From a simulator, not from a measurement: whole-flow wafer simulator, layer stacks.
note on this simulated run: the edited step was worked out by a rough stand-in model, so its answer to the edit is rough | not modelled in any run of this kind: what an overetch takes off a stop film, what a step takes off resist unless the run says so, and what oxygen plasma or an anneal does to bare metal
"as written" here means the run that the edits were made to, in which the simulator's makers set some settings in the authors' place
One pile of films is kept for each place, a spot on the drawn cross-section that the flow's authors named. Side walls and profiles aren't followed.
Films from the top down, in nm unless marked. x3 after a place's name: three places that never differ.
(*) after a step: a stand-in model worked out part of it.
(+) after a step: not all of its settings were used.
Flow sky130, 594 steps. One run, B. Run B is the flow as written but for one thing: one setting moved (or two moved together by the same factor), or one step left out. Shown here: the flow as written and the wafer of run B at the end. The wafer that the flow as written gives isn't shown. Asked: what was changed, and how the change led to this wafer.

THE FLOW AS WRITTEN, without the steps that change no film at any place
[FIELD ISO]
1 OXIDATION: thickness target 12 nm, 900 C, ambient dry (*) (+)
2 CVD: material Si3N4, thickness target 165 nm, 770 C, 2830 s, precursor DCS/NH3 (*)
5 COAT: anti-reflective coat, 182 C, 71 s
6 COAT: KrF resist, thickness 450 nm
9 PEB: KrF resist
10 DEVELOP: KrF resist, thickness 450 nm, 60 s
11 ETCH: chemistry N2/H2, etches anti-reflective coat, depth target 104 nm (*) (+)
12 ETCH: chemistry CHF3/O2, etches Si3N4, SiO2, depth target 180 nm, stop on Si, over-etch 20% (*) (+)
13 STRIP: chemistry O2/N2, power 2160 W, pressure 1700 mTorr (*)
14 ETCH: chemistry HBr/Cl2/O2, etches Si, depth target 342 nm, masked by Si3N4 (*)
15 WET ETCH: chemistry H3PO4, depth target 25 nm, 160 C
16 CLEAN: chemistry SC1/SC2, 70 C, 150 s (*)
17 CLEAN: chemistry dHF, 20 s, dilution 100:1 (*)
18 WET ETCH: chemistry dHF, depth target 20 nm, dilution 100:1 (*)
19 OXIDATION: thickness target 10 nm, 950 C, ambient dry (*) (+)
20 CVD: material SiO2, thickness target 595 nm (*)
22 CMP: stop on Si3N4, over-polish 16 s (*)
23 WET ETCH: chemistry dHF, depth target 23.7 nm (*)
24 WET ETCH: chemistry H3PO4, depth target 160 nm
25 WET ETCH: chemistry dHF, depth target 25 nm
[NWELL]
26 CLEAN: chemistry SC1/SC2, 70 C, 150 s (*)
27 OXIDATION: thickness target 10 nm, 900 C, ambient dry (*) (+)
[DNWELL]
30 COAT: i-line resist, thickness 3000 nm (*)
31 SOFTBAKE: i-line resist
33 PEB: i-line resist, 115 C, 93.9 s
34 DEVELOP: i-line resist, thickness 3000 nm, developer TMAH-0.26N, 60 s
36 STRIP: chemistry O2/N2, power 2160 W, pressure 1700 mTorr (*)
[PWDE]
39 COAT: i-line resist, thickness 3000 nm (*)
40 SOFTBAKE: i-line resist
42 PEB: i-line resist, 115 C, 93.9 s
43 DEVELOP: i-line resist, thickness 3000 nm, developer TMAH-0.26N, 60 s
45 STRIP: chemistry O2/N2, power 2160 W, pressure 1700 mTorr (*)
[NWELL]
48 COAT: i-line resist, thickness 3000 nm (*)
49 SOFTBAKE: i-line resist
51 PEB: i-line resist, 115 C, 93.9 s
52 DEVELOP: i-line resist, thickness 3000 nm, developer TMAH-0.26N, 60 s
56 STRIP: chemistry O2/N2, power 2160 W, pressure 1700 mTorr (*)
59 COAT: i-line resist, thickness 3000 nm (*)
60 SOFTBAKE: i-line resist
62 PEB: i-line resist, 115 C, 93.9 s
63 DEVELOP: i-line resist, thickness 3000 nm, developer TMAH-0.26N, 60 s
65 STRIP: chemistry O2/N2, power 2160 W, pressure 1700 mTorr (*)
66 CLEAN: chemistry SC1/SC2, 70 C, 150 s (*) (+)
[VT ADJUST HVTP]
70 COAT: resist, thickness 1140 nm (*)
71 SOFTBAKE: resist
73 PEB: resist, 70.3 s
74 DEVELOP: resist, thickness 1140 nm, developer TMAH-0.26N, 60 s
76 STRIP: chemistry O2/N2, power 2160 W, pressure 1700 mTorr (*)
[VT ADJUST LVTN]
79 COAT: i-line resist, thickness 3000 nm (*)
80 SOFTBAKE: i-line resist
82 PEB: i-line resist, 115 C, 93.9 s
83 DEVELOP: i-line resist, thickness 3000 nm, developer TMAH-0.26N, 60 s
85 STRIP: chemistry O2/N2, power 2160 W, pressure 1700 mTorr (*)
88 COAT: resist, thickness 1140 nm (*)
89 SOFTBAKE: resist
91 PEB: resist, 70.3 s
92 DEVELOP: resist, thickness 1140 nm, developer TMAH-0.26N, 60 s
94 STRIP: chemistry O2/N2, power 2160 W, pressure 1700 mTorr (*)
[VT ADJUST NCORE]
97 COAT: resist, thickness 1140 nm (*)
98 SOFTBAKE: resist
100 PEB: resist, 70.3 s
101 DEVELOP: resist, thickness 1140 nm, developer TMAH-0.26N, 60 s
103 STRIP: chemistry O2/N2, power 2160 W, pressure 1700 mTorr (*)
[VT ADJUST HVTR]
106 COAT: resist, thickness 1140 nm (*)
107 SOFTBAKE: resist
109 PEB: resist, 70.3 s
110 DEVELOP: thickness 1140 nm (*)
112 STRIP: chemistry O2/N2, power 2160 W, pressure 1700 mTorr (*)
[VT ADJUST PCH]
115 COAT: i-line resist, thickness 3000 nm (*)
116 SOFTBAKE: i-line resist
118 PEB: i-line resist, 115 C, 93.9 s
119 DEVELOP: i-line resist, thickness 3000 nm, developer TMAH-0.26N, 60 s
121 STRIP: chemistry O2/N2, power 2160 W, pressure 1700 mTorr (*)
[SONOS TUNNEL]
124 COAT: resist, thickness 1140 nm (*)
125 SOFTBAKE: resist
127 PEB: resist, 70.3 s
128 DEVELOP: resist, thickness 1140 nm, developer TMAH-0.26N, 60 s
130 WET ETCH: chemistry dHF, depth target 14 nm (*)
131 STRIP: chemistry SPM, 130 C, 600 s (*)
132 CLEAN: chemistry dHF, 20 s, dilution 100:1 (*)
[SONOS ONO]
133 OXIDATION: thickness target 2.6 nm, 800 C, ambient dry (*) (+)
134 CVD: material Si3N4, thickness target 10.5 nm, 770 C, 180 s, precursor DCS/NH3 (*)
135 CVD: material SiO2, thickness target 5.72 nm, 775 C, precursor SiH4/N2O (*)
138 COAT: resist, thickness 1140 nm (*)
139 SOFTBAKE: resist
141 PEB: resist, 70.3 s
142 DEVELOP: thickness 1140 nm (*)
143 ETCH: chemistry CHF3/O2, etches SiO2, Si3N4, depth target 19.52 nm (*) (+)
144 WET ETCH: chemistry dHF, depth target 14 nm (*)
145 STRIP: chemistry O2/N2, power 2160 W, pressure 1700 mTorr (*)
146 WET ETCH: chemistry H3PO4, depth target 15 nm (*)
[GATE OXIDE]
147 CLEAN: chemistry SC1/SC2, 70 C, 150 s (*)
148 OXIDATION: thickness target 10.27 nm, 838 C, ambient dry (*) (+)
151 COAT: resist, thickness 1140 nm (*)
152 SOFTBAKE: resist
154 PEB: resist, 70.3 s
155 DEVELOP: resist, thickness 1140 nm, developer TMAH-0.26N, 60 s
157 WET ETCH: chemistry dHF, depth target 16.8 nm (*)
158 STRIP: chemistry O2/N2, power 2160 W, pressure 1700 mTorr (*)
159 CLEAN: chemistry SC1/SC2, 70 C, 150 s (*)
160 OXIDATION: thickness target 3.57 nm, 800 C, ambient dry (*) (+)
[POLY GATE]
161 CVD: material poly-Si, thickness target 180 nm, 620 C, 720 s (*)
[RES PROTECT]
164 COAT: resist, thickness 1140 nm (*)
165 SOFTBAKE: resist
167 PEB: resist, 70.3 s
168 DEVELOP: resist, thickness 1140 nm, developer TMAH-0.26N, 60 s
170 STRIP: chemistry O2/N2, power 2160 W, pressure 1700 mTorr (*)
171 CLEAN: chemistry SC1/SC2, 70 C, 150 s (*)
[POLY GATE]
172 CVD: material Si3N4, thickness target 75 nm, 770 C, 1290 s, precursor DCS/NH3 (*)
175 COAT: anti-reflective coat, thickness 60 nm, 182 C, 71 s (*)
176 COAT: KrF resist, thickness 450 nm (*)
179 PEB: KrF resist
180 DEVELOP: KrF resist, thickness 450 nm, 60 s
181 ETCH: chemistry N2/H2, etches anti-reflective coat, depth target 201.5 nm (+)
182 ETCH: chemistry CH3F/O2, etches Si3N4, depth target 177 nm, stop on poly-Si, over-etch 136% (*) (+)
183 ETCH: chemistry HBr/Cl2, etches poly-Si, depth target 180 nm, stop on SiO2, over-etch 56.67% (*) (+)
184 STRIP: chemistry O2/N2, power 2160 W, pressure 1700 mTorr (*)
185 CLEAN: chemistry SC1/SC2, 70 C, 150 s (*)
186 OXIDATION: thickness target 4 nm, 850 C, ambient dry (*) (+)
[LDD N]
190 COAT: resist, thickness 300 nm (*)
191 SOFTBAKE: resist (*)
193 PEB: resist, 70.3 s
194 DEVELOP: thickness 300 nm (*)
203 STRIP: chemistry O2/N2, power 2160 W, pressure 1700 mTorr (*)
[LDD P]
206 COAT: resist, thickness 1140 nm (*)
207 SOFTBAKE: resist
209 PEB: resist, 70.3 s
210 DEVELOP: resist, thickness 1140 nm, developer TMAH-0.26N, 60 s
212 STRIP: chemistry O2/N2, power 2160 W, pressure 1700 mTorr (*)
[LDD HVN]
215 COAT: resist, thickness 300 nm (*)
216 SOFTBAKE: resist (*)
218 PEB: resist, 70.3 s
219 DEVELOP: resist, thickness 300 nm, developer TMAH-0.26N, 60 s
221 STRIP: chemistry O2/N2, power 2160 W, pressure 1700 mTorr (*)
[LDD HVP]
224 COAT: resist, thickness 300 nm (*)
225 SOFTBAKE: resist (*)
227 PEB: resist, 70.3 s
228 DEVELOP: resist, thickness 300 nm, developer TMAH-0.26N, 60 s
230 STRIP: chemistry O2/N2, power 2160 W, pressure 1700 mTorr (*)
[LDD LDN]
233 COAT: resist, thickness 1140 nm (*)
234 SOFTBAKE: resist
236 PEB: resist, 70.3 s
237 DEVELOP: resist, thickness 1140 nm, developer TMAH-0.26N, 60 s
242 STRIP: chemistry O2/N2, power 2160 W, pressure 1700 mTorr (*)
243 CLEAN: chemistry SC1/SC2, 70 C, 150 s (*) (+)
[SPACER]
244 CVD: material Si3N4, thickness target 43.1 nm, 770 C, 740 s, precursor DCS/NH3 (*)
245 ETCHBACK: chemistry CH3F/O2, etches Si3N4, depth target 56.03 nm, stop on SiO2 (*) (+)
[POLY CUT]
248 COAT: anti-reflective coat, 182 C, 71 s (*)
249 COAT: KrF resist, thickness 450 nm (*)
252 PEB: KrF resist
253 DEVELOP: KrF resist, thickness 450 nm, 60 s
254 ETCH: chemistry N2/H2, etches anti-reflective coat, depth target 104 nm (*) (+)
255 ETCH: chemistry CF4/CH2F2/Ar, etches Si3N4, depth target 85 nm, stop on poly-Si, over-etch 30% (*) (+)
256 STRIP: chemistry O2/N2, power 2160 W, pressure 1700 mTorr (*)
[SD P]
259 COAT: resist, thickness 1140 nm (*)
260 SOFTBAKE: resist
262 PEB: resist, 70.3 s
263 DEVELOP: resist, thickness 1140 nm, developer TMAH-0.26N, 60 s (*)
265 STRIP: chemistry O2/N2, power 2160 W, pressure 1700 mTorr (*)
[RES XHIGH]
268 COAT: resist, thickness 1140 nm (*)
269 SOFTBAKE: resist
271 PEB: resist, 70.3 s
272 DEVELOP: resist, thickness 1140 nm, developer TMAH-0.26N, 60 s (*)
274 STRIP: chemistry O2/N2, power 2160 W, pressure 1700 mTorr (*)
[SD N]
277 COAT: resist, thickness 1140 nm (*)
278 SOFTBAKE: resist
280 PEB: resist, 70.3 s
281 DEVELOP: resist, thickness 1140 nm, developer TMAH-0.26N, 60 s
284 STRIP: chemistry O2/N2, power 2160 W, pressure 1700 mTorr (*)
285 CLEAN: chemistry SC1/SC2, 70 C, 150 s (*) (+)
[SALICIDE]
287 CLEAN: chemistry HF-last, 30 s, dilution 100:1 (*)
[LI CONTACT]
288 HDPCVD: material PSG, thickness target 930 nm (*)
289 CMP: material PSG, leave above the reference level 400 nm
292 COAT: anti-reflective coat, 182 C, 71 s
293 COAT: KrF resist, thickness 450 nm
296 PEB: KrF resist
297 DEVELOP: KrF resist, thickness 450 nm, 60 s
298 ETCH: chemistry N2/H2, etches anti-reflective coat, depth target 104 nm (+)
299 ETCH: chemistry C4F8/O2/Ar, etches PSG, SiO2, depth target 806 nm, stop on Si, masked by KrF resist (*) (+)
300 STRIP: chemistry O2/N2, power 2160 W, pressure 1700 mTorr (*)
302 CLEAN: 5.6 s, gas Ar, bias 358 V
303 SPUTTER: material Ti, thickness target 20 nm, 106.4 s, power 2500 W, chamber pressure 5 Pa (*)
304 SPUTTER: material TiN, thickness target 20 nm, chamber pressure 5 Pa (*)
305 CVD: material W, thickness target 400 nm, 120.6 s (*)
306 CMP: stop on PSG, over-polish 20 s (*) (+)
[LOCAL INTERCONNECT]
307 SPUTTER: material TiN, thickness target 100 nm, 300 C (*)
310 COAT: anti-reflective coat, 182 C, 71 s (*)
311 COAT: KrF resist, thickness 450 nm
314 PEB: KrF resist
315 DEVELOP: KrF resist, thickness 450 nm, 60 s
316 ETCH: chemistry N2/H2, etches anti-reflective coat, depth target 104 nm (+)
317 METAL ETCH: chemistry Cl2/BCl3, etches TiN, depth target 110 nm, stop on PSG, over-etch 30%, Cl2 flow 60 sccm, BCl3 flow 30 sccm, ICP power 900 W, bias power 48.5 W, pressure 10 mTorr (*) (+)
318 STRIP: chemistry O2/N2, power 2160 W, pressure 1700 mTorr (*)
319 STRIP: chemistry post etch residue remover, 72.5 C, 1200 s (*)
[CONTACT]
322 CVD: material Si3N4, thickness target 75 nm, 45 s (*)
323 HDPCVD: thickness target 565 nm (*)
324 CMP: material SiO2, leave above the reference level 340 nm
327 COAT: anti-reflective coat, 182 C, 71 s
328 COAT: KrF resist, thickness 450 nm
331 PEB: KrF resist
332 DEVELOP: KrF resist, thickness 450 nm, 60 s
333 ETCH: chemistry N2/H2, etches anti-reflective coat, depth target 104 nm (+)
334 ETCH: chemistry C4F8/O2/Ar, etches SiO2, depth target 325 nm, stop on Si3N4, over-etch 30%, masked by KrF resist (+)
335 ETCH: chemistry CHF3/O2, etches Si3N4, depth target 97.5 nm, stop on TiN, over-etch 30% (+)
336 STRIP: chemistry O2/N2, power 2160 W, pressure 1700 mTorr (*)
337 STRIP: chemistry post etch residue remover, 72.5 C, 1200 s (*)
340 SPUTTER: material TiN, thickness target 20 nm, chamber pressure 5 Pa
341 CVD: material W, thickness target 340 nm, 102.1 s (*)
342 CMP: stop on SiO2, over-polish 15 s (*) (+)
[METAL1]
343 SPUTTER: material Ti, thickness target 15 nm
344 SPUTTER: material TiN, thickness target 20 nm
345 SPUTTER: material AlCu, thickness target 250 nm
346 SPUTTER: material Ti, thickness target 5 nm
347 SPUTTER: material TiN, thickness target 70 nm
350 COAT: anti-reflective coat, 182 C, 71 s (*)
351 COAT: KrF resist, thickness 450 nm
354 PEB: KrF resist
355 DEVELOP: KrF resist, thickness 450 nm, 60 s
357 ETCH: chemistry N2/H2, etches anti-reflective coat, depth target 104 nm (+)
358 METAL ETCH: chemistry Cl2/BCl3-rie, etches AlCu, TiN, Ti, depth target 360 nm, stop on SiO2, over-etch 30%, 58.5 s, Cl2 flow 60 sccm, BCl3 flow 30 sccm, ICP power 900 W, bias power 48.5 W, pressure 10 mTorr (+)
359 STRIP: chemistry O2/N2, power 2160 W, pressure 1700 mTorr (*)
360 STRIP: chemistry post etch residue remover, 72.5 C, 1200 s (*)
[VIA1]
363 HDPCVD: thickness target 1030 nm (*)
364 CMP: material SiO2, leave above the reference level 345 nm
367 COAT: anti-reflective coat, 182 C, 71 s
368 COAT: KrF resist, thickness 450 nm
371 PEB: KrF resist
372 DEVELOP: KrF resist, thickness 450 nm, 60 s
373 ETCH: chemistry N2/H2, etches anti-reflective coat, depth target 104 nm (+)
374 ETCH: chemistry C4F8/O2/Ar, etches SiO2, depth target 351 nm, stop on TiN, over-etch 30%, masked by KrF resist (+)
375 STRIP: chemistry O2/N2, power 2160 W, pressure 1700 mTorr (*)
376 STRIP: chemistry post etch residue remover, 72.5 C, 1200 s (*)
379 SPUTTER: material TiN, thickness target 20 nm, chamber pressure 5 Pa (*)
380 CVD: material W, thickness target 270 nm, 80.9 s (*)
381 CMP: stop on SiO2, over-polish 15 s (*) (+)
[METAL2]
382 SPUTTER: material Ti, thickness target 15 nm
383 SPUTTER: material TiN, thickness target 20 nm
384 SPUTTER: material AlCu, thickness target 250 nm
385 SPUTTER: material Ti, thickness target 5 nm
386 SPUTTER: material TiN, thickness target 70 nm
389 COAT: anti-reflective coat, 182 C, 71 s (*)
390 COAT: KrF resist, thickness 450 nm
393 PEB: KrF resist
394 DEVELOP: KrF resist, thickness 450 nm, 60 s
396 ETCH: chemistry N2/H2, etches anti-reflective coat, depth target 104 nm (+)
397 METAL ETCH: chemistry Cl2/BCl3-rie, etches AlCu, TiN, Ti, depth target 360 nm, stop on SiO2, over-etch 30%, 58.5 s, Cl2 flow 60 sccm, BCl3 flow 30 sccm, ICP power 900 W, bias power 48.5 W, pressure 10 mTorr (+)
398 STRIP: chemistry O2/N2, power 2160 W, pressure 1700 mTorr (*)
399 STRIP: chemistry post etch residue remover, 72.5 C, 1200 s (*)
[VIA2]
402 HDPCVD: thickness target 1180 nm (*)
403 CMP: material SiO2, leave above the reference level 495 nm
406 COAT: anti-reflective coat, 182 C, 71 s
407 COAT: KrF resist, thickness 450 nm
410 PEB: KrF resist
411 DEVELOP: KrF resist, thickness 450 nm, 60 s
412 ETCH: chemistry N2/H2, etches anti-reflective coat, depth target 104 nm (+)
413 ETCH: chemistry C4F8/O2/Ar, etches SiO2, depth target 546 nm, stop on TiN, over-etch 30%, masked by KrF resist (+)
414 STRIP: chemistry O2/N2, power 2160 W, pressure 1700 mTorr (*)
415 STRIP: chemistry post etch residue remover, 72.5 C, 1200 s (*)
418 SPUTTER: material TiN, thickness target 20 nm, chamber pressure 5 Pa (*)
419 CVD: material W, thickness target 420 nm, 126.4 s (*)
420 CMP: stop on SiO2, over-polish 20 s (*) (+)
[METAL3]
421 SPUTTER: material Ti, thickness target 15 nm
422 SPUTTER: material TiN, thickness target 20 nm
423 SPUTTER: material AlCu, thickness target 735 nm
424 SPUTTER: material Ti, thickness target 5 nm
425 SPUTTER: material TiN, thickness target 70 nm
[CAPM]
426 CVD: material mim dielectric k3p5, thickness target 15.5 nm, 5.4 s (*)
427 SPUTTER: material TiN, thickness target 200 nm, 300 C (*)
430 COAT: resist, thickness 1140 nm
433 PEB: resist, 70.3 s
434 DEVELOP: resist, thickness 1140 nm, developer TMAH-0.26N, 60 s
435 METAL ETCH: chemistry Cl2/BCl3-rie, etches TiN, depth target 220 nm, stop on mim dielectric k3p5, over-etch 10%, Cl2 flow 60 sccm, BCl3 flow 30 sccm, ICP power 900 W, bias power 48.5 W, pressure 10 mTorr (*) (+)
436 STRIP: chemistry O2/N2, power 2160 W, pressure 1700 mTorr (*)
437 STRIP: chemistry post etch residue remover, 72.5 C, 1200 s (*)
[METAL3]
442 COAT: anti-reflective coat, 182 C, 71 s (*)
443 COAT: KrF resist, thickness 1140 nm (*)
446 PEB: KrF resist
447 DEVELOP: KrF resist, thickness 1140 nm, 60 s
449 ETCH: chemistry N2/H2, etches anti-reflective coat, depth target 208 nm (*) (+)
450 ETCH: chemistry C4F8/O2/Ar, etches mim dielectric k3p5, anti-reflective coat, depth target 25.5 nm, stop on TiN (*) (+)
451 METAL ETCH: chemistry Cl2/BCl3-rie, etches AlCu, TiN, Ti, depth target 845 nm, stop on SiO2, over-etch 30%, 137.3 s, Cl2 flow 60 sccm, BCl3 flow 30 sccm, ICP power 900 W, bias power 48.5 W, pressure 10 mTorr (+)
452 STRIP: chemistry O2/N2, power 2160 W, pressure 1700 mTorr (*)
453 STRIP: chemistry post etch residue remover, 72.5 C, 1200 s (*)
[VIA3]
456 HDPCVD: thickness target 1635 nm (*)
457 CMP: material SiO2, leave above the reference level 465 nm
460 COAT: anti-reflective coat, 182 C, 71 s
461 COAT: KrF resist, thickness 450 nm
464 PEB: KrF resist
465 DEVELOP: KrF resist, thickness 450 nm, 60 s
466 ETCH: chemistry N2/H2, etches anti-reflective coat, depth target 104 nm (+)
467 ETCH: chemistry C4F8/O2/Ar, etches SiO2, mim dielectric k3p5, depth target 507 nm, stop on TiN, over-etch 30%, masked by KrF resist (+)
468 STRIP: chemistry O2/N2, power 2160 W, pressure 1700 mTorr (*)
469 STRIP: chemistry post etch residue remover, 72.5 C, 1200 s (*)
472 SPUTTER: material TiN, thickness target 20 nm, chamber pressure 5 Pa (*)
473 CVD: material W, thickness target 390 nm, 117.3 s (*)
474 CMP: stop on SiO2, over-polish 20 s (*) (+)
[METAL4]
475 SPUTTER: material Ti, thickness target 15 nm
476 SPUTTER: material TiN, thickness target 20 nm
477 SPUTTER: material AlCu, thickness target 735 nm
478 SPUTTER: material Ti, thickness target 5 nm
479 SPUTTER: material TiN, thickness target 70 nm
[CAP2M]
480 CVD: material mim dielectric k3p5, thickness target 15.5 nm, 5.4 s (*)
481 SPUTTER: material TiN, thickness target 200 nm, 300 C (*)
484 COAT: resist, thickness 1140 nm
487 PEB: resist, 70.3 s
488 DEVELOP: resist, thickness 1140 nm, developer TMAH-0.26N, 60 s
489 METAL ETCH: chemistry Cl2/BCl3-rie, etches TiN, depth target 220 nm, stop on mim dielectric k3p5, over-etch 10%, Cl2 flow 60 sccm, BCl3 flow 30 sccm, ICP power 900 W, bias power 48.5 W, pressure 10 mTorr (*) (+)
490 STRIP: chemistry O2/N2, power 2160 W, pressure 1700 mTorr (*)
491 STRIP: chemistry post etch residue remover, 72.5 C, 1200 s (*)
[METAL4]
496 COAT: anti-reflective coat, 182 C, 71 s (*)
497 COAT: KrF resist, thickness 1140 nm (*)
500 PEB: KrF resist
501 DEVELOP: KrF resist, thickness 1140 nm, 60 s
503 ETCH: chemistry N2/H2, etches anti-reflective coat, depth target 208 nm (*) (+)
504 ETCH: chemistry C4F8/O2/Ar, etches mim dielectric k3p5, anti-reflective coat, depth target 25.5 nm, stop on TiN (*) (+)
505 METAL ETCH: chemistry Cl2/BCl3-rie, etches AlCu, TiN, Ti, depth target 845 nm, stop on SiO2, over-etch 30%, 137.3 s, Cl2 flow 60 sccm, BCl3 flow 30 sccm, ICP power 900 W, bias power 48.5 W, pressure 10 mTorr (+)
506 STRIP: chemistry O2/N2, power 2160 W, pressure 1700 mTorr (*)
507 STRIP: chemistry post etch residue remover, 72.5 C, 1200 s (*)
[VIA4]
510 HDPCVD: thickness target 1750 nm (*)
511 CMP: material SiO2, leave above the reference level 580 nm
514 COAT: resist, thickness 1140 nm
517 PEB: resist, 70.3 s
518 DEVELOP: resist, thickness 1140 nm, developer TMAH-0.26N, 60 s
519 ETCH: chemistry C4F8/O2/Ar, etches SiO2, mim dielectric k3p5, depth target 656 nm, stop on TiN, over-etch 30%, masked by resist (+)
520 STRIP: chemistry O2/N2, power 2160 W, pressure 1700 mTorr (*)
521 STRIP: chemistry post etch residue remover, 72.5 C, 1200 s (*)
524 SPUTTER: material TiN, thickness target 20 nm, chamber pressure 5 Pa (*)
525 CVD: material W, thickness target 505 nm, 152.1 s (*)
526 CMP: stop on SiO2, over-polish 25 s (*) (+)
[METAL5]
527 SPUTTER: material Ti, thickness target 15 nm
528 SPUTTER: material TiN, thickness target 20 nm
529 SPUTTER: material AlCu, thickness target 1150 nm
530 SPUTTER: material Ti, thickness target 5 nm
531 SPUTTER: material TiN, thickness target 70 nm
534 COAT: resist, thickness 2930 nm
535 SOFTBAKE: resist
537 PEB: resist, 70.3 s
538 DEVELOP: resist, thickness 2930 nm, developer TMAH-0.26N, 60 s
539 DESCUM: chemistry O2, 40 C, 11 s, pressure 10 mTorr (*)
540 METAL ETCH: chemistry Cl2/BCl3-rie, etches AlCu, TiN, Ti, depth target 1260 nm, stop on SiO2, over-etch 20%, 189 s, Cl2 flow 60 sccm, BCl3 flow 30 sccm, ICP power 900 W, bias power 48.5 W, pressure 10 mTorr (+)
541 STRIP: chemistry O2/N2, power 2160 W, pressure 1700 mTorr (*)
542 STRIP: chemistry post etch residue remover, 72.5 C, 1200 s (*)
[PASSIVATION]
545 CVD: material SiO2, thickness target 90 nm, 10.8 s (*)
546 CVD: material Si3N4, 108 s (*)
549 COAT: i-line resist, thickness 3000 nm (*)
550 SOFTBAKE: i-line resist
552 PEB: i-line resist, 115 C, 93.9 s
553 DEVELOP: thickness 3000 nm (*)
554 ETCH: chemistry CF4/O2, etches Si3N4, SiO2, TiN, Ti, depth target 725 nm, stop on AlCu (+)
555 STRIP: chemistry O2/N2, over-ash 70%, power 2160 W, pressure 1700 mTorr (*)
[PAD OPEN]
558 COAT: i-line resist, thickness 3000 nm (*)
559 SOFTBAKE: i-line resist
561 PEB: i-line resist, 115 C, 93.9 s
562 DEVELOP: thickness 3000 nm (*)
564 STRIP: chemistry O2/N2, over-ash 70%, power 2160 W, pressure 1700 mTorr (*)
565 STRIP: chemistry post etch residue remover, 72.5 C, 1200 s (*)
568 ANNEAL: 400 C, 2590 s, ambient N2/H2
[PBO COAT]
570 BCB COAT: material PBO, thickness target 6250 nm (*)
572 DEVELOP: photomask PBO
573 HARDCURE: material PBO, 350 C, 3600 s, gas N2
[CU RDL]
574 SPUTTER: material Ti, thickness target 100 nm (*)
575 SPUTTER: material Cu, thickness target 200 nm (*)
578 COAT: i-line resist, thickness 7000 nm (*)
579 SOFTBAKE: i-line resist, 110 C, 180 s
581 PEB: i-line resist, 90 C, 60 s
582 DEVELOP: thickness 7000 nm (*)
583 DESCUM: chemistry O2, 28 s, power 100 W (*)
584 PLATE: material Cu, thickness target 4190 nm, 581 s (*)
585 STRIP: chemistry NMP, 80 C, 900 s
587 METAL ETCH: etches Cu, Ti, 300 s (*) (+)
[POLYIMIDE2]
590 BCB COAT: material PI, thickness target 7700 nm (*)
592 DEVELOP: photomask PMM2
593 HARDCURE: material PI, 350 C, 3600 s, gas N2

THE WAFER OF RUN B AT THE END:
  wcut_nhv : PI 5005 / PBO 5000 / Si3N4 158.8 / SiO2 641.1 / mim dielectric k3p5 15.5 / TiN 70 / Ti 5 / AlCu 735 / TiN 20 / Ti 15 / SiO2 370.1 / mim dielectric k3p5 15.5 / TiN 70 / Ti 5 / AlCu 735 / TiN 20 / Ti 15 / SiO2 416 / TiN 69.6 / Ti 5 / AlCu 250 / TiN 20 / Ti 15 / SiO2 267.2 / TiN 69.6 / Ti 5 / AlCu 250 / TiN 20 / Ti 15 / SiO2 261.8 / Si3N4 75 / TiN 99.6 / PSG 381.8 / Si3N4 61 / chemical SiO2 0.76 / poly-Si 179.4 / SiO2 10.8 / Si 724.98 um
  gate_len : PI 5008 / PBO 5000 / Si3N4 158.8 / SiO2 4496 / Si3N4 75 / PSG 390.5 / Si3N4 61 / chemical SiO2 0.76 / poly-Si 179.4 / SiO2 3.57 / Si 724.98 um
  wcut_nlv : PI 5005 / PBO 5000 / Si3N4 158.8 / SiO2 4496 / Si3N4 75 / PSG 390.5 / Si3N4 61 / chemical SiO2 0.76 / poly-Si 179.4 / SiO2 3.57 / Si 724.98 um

The cause: step 545, CVD: thickness target 131 nm was run, where the flow has thickness target 90 nm; step 545, CVD: 15.8 s was run, where the flow has 10.8 s.

How the change led to this, step by step:
  545 CVD: material SiO2, thickness target 90 nm, 10.8 s (*)
      field, active, gate and 175 more: SiO2 +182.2 (as written it would be: SiO2 +125.2)
      n_well, p_well, sd_n and 12 more: SiO2 +182.2 (new film) (as written it would be: SiO2 +125.2 (new film))
  550 SOFTBAKE: i-line resist
      active: i-line resist +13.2 (as written it would be: i-line resist +12)
      gate: i-line resist -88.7 (as written it would be: i-line resist -85.5)
      (and at 59 more places)
  554 ETCH: chemistry CF4/O2, etches Si3N4, SiO2, TiN, Ti, depth target 725 nm, stop on AlCu (+)
      field, active, n_well and 189 more: i-line resist -416 (as written it would be: i-line resist -358.9)
      pad: Si3N4 -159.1 (all of it), SiO2 -182.2 (all of it), TiN -69.6 (all of it), Ti -5 (all of it) (as written it would be: Si3N4 -159.1 (all of it), SiO2 -125.2 (all of it), TiN -69.6 (all of it), Ti -5 (all of it))
  555 STRIP: chemistry O2/N2, over-ash 70%, power 2160 W, pressure 1700 mTorr (*)
      gate_hv, dice_street, iso_guard and 83 more: i-line resist -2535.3 (all of it) (as written it would be: i-line resist -2592.4 (all of it))
      n_well, p_well, sd_n, sd_p: i-line resist -1283.8 (all of it) (as written it would be: i-line resist -1340.8 (all of it))
      (and at 89 more places)
  558 COAT: i-line resist, thickness 3000 nm (*)
      pad: i-line resist +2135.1 (new film) (as written it would be: i-line resist +2077.7 (new film))
  559 SOFTBAKE: i-line resist
      field: i-line resist +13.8 (as written it would be: i-line resist +12.5)
      active: i-line resist +13.2 (as written it would be: i-line resist +12)
      (and at 66 more places)
  561 PEB: i-line resist, 115 C, 93.9 s
      pad: i-line resist -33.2 (as written it would be: i-line resist -32.2)
  562 DEVELOP: thickness 3000 nm (*)
      pad: i-line resist -2101.9 (all of it) (as written it would be: i-line resist -2045.5 (all of it))
  578 COAT: i-line resist, thickness 7000 nm (*)
      pad: i-line resist +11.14 um (new film) (as written it would be: i-line resist +11.08 um (new film))
  579 SOFTBAKE: i-line resist, 110 C, 180 s
      mim, vcap_hvt: i-line resist -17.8 (as written it would be: i-line resist -16.8)
      ndiff_licon_rim, ndiff_licon: i-line resist -8.7 (as written it would be: i-line resist -8.01)
      (and at 25 more places)
  582 DEVELOP: thickness 7000 nm (*)
      pad: i-line resist -11.14 um (all of it) (as written it would be: i-line resist -11.08 um (all of it))
